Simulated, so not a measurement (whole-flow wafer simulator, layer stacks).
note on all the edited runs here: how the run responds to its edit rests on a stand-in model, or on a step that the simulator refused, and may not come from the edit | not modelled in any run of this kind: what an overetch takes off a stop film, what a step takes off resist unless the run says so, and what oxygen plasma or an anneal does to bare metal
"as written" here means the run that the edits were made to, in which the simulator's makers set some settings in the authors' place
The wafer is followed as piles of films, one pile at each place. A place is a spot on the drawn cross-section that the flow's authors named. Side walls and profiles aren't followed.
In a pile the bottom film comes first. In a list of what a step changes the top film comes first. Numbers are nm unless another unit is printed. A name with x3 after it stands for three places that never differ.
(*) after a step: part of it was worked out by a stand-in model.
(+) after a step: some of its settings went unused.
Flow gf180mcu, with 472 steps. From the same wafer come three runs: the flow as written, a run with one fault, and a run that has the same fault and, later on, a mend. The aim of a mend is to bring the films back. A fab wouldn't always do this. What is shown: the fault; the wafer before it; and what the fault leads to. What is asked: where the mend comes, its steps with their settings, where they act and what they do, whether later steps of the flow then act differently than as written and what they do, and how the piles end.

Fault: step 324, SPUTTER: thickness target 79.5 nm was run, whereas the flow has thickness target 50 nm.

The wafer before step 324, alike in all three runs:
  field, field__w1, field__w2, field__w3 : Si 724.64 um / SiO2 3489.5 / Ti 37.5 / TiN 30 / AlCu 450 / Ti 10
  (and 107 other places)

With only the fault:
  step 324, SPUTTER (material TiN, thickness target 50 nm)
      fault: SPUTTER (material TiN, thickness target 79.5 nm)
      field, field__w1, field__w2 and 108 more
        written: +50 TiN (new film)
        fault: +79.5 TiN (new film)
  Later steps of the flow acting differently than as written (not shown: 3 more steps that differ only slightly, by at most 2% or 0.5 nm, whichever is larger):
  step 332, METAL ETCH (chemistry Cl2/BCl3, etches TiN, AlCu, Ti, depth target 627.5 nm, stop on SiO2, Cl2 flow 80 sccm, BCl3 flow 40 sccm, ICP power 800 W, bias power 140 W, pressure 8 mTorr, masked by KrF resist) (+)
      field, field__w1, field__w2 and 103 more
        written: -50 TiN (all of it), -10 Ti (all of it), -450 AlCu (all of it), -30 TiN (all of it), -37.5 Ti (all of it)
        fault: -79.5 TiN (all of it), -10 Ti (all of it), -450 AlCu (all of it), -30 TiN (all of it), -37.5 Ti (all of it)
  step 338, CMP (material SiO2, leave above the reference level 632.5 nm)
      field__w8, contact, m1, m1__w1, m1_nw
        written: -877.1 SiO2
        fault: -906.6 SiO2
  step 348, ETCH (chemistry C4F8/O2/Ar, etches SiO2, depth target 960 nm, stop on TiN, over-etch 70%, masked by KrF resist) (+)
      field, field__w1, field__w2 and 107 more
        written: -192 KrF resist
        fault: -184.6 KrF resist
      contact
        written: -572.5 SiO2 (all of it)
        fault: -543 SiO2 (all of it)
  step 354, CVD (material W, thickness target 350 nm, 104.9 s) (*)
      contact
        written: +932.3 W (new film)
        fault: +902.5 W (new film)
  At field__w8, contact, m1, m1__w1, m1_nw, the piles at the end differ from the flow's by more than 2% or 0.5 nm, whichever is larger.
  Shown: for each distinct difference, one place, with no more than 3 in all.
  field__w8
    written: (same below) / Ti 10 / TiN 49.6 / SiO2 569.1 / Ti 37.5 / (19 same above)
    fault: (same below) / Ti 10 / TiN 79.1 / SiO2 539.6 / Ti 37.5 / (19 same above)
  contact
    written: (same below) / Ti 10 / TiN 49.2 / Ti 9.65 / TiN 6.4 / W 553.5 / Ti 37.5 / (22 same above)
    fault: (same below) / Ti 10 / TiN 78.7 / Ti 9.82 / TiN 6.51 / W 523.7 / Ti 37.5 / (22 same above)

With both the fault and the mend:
  After step 331 comes the mend.
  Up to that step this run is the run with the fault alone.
  step 331a, STRIP (chemistry O2/N2, power 2160 W, pressure 1700 mTorr) (*)
      field__w8, contact, m1, m1__w1, m1_nw
        -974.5 KrF resist (all of it)
  step 331b, METAL ETCH (chemistry Cl2/BCl3, etches TiN, AlCu, Ti, depth target 29.5 nm, Cl2 flow 80 sccm, BCl3 flow 40 sccm, ICP power 800 W, bias power 140 W, pressure 8 mTorr) (a further turn of the flow's step 260, with different settings)
      field, field__w1, field__w2 and 108 more
        -29.5 TiN
  step 331c, HMDS (120 C, 60 s) (a further turn of the flow's step 326)
      leaves every film unchanged at each place that is followed
  step 331d, COAT (KrF resist, thickness 1000 nm) (a further turn of the flow's step 327)
      field, field__w1, field__w2 and 108 more
        +1000 KrF resist (new film)
  step 331e, SOFTBAKE (KrF resist) (a further turn of the flow's step 328)
      leaves every film unchanged at each place that is followed
  step 331f, EXPOSE (photomask Metal3) (a further turn of the flow's step 329)
      leaves every film unchanged at each place that is followed
  step 331g, PEB (KrF resist, 135 C, 90 s) (a further turn of the flow's step 330)
      field, field__w1, field__w2 and 108 more
        -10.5 KrF resist
  step 331h, DEVELOP (thickness 1000 nm, 60 s) (a further turn of the flow's step 331)
      field, field__w1, field__w2 and 103 more
        -989.5 KrF resist (all of it)
      field__w8, contact, m1, m1__w1, m1_nw
        -14.9 KrF resist
  None of the later steps of the flow acts differently than as written at any place that is followed.
  By the end, the piles equal the flow's at every place that both follow.
